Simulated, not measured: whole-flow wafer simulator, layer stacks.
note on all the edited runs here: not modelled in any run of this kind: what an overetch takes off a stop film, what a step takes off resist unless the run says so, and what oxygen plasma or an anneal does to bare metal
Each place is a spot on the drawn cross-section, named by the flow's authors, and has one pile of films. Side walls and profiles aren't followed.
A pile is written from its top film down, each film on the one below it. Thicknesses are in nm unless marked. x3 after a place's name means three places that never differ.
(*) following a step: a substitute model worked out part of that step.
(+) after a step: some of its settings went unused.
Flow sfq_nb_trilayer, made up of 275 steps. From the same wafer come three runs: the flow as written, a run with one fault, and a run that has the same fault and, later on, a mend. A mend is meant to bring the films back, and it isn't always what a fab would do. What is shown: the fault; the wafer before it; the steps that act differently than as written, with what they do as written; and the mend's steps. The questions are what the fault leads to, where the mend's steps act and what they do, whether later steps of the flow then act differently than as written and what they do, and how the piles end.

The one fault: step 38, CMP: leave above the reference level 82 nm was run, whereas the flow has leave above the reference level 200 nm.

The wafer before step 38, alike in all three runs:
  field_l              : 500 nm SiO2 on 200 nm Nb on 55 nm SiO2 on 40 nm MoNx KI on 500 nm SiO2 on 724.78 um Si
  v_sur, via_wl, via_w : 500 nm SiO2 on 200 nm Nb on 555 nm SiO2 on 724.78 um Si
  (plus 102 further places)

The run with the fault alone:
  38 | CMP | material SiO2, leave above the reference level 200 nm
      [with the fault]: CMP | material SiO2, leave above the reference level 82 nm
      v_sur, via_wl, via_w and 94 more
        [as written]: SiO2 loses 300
        [with the fault]: SiO2 loses 418
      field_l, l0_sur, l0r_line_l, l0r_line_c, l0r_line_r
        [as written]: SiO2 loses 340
        [with the fault]: SiO2 loses 458
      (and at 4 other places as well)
  Later steps of the flow acting differently than as written (3 more steps, not shown, differ only slightly: by at most 2% or 0.5 nm, whichever is larger):
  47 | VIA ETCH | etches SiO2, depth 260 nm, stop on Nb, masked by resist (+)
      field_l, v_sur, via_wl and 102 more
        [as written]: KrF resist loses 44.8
        [with the fault]: KrF resist loses 21.2
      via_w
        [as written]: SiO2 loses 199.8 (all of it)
        [with the fault]: SiO2 loses 81.8 (all of it)
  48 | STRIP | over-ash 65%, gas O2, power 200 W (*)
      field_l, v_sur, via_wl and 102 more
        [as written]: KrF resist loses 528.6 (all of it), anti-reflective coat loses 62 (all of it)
        [with the fault]: KrF resist loses 552.3 (all of it), anti-reflective coat loses 62 (all of it)
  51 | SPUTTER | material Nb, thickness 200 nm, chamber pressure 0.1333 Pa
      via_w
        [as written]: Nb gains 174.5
        [with the fault]: Nb gains 196.9
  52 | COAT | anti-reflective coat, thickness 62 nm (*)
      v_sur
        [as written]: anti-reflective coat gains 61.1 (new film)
        [with the fault]: anti-reflective coat gains 58.3 (new film)
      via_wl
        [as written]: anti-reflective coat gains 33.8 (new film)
        [with the fault]: anti-reflective coat gains 41.1 (new film)
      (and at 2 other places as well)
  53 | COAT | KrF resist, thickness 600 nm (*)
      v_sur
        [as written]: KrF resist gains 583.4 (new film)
        [with the fault]: KrF resist gains 596 (new film)
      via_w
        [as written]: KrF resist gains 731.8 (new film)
        [with the fault]: KrF resist gains 638.8 (new film)
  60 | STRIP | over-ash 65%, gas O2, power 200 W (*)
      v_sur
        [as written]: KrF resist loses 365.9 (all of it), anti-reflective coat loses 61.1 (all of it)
        [with the fault]: KrF resist loses 378.4 (all of it), anti-reflective coat loses 58.3 (all of it)
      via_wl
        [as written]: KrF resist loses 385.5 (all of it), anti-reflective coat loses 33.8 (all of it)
        [with the fault]: KrF resist loses 392.7 (all of it), anti-reflective coat loses 41.1 (all of it)
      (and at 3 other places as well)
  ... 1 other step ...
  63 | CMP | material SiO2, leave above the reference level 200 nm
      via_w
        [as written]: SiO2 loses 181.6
        [with the fault]: SiO2 loses 216
  The piles end different from the flow's at field_l, v_sur, via_wl and 103 more by more than 2% or 0.5 nm, whichever is larger.
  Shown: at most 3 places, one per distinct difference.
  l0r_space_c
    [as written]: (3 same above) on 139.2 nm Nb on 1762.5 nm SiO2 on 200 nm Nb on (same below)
    [with the fault]: (3 same above) on 139.2 nm Nb on 1644.5 nm SiO2 on 200 nm Nb on (same below)
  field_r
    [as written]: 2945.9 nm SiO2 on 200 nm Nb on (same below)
    [with the fault]: 2827.9 nm SiO2 on 200 nm Nb on (same below)
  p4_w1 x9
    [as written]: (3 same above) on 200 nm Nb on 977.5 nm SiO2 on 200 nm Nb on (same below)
    [with the fault]: (3 same above) on 200 nm Nb on 859.5 nm SiO2 on 200 nm Nb on (same below)

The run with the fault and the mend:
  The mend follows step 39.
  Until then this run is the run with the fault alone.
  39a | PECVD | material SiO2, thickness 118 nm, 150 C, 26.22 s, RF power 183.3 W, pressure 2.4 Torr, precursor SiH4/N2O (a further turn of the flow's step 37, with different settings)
      field_l, v_sur, via_wl and 103 more
        SiO2 gains 118
  Later steps of the flow that are run all act as written at every place that is followed.
  The piles end the same as the flow's at every place that both follow.
